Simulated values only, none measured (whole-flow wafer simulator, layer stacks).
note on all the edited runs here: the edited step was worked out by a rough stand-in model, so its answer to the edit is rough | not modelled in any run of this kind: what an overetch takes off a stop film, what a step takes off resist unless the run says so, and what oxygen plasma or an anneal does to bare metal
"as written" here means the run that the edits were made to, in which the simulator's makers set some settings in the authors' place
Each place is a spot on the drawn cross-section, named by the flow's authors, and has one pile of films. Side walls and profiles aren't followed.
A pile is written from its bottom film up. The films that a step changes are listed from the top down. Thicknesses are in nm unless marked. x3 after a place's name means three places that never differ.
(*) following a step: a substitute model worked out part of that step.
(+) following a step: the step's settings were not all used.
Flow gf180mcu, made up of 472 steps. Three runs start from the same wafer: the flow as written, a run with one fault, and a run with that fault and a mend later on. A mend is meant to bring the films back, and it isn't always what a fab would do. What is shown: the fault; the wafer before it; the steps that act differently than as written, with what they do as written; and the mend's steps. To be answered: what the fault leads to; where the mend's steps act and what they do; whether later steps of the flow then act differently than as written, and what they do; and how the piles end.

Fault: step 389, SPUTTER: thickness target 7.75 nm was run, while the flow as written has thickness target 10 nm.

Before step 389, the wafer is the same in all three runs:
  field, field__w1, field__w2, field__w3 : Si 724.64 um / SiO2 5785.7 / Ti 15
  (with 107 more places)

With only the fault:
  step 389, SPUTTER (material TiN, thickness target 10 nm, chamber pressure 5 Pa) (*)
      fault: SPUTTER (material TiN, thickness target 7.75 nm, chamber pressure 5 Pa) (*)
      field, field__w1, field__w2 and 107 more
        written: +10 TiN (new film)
        fault: +7.75 TiN (new film)
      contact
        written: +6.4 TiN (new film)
        fault: +4.97 TiN (new film)
  Later steps of the flow acting differently than as written (1 other step is not shown; it differs only slightly, by no more than 2% or 0.5 nm, whichever is larger):
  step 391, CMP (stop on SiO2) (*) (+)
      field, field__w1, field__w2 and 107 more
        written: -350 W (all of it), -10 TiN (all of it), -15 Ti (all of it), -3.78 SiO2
        fault: -350 W (all of it), -7.75 TiN (all of it), -15 Ti (all of it), -3.76 SiO2
  By the end, the piles at contact depart from the flow's by more than 2% or 0.5 nm, whichever is larger.
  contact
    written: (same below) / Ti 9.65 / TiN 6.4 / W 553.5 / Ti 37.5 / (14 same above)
    fault: (same below) / Ti 9.65 / TiN 4.97 / W 555 / Ti 37.5 / (14 same above)

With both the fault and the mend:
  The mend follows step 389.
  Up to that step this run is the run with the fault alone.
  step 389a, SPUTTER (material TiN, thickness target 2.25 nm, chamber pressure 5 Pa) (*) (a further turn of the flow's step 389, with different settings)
      field, field__w1, field__w2 and 107 more
        +2.25 TiN
      contact
        +1.44 TiN
  Later steps of the flow that are run all act as written at every place that is followed.
  The piles end the same as the flow's at every place that both follow.
